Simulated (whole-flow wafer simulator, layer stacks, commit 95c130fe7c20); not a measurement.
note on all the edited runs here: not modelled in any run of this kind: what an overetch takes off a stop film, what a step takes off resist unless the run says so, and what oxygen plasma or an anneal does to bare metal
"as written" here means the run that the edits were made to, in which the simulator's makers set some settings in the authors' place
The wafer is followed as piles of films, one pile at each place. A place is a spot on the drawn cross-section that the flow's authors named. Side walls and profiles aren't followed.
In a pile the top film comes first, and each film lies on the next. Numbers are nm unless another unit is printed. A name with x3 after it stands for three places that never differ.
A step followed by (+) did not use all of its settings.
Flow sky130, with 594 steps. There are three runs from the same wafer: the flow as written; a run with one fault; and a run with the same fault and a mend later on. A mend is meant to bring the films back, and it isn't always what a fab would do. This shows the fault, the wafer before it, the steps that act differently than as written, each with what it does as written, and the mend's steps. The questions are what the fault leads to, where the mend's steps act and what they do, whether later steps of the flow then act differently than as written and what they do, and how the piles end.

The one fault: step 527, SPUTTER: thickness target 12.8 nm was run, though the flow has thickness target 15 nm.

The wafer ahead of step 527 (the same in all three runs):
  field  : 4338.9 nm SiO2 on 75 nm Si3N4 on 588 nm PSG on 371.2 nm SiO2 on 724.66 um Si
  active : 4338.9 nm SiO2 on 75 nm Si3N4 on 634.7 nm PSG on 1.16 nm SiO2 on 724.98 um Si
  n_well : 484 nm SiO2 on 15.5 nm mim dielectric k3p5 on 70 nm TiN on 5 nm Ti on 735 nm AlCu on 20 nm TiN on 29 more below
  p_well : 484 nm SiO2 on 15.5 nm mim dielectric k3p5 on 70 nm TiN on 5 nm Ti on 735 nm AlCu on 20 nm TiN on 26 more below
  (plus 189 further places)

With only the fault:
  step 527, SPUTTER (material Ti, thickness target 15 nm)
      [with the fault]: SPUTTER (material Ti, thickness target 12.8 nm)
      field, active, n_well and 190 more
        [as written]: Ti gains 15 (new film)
        [with the fault]: Ti gains 12.8 (new film)
  Steps later in the flow that act otherwise than as written (21 more steps, not shown, differ only slightly: by at most 2% or 0.5 nm, whichever is larger):
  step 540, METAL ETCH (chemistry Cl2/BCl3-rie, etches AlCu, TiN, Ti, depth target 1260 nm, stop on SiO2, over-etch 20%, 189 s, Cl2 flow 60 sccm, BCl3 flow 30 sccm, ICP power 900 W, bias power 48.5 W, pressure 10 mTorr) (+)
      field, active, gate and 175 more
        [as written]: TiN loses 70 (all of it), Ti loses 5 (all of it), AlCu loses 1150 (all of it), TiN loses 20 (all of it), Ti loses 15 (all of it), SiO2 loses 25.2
        [with the fault]: TiN loses 70 (all of it), Ti loses 5 (all of it), AlCu loses 1150 (all of it), TiN loses 20 (all of it), Ti loses 12.8 (all of it), SiO2 loses 25.4
  At n_well, p_well, sd_n and 12 more, the piles at the end differ from the flow's by more than 2% or 0.5 nm, whichever is larger.
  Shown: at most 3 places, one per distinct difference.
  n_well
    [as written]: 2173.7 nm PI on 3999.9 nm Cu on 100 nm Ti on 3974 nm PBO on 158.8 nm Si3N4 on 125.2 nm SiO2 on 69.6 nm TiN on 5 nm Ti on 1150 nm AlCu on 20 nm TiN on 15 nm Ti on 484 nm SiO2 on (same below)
    [with the fault]: 2173.9 nm PI on 3999.9 nm Cu on 100 nm Ti on 3975.6 nm PBO on 158.8 nm Si3N4 on 125.2 nm SiO2 on 69.6 nm TiN on 5 nm Ti on 1150 nm AlCu on 20 nm TiN on 12.8 nm Ti on 484 nm SiO2 on (same below)
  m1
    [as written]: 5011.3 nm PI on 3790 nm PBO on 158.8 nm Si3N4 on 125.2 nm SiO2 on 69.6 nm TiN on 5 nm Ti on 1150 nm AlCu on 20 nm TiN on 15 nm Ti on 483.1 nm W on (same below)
    [with the fault]: 5011.4 nm PI on 3791.8 nm PBO on 158.8 nm Si3N4 on 125.2 nm SiO2 on 69.6 nm TiN on 5 nm Ti on 1150 nm AlCu on 20 nm TiN on 12.8 nm Ti on 483.1 nm W on (same below)
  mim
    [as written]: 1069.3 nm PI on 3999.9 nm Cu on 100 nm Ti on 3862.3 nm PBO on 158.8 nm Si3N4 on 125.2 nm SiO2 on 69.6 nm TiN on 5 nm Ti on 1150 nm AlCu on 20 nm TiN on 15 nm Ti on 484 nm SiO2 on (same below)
    [with the fault]: 1069.5 nm PI on 3999.9 nm Cu on 100 nm Ti on 3864 nm PBO on 158.8 nm Si3N4 on 125.2 nm SiO2 on 69.6 nm TiN on 5 nm Ti on 1150 nm AlCu on 20 nm TiN on 12.8 nm Ti on 484 nm SiO2 on (same below)

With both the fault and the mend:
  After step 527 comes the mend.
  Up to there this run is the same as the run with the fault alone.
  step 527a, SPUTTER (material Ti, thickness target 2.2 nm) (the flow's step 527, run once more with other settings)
      field, active, n_well and 190 more
        Ti gains 2.2
  None of the later steps of the flow acts differently than as written at any place that is followed.
  At every place that both follow, the piles at the end match the flow's.
